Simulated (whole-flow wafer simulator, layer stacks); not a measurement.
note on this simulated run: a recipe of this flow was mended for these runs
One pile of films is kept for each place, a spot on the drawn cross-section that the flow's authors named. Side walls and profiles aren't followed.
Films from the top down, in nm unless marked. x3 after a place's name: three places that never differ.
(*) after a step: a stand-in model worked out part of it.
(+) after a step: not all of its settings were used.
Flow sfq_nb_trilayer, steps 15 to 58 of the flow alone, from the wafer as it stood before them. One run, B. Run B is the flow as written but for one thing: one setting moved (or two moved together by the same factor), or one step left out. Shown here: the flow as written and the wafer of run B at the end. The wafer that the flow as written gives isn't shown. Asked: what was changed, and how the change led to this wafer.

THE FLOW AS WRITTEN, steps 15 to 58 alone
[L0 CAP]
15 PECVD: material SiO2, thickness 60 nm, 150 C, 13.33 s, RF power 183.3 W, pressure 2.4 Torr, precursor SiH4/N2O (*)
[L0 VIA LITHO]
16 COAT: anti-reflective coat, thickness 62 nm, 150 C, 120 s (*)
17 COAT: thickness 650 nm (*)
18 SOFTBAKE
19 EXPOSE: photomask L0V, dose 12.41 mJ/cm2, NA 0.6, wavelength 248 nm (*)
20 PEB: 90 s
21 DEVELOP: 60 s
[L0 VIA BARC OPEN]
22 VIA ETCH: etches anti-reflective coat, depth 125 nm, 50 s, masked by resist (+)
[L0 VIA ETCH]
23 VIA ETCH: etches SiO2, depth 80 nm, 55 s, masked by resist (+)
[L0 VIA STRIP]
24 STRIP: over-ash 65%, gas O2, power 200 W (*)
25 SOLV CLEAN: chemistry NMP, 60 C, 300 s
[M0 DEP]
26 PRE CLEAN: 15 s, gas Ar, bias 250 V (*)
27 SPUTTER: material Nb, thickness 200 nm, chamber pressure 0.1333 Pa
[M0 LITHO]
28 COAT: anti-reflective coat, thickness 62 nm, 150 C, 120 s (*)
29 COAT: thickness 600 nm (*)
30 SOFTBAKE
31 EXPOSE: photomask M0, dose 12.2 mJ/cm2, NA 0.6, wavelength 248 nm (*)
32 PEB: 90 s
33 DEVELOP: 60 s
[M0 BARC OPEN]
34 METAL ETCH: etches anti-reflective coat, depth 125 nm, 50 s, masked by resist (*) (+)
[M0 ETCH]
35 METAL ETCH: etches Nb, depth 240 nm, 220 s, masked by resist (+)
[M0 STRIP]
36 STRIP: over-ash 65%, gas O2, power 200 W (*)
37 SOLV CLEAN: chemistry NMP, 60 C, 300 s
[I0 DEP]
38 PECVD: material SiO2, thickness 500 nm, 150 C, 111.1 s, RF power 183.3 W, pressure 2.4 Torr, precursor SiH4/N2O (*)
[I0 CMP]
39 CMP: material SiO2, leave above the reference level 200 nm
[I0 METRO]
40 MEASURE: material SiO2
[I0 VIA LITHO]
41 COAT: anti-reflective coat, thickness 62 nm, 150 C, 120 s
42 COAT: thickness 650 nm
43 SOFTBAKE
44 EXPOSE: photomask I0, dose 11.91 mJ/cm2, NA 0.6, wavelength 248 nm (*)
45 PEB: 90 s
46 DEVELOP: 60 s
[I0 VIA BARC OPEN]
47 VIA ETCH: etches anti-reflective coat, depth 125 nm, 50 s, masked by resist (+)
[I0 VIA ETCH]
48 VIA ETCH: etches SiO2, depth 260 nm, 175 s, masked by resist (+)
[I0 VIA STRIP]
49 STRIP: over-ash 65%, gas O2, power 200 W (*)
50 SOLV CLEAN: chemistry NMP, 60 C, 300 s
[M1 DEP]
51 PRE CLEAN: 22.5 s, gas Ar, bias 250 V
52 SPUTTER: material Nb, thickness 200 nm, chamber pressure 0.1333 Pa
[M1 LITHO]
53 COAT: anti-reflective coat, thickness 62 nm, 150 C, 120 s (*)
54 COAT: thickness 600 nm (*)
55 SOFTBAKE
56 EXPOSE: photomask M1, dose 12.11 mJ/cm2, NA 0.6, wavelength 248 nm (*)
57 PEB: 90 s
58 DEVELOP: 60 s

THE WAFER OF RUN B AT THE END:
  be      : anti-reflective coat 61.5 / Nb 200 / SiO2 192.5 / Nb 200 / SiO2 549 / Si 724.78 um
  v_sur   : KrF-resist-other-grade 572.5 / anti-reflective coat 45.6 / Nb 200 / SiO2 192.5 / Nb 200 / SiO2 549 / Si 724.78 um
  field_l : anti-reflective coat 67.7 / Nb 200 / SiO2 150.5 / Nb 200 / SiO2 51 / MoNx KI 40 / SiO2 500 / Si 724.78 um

The cause: step 15, PECVD: pressure 2.66 Torr was run, where the flow has pressure 2.4 Torr.

How the change led to this, step by step:
  15 PECVD: material SiO2, thickness 60 nm, 150 C, 13.33 s, RF power 183.3 W, pressure 2.4 Torr, precursor SiH4/N2O (*)
      v_sur, via_wl, via_w and 97 more: SiO2 +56 (as written it would be: SiO2 +60)
      field_l, l0_sur, l0v, l0r_line_l, l0r_line_c, l0r_line_r: SiO2 +56 (new film) (as written it would be: SiO2 +60 (new film))
  23 VIA ETCH: etches SiO2, depth 80 nm, 55 s, masked by resist (+)
      l0v: SiO2 -55.6 (all of it), MoNx KI -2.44 (as written it would be: SiO2 -59.7 (all of it), MoNx KI -2.03)
  28 COAT: anti-reflective coat, thickness 62 nm, 150 C, 120 s (*)
      l0_sur: anti-reflective coat +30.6 (new film) (as written it would be: anti-reflective coat +29.3 (new film))
  36 STRIP: over-ash 65%, gas O2, power 200 W (*)
      l0_sur: KrF-resist-other-grade -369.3 (all of it), anti-reflective coat -30.6 (all of it) (as written it would be: KrF-resist-other-grade -370 (all of it), anti-reflective coat -29.3 (all of it))
